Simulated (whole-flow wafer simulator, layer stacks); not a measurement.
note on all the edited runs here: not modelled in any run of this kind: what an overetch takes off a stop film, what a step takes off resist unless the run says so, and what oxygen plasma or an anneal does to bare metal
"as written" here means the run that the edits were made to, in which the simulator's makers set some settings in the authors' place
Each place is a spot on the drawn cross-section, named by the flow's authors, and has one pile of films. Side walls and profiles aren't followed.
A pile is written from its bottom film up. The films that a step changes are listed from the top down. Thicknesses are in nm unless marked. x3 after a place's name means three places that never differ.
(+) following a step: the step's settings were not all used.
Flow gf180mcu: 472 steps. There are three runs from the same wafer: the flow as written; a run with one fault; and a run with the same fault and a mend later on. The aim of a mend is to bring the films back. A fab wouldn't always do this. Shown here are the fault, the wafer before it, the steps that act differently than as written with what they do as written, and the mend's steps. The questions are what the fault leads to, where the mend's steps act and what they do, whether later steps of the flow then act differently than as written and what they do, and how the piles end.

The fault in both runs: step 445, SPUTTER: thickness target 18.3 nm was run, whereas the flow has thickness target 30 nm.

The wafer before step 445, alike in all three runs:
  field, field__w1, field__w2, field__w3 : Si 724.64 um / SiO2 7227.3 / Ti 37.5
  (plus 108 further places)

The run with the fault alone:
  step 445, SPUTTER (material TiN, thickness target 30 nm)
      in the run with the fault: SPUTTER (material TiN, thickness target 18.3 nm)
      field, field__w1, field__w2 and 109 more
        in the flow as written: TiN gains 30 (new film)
        in the run with the fault: TiN gains 18.3 (new film)
  Later steps of the flow acting differently than as written (not shown: 5 more steps that differ only slightly, by at most 2% or 0.5 nm, whichever is larger):
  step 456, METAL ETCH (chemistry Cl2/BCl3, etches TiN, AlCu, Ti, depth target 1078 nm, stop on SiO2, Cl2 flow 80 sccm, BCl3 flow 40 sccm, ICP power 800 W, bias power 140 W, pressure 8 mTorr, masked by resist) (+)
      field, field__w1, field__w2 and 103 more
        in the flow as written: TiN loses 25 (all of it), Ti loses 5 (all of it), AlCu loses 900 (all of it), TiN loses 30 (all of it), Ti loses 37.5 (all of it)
        in the run with the fault: TiN loses 25 (all of it), Ti loses 5 (all of it), AlCu loses 900 (all of it), TiN loses 18.3 (all of it), Ti loses 37.5 (all of it)
  The piles end different from the flow's at field__w8, contact, m1, m1__w1, pad, m1_nw by more than 2% or 0.5 nm, whichever is larger.
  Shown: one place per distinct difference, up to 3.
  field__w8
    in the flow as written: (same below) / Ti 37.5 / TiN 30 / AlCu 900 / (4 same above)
    in the run with the fault: (same below) / Ti 37.5 / TiN 18.3 / AlCu 900 / (4 same above)
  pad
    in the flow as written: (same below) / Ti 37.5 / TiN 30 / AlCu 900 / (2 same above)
    in the run with the fault: (same below) / Ti 37.5 / TiN 18.3 / AlCu 900 / (2 same above)

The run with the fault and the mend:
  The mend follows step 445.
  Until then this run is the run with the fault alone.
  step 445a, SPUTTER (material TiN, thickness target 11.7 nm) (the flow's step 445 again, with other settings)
      field, field__w1, field__w2 and 109 more
        TiN gains 11.7
  Every later step of the flow that is run acts as written at every place that is followed.
  At every place that both follow, the piles at the end match the flow's.
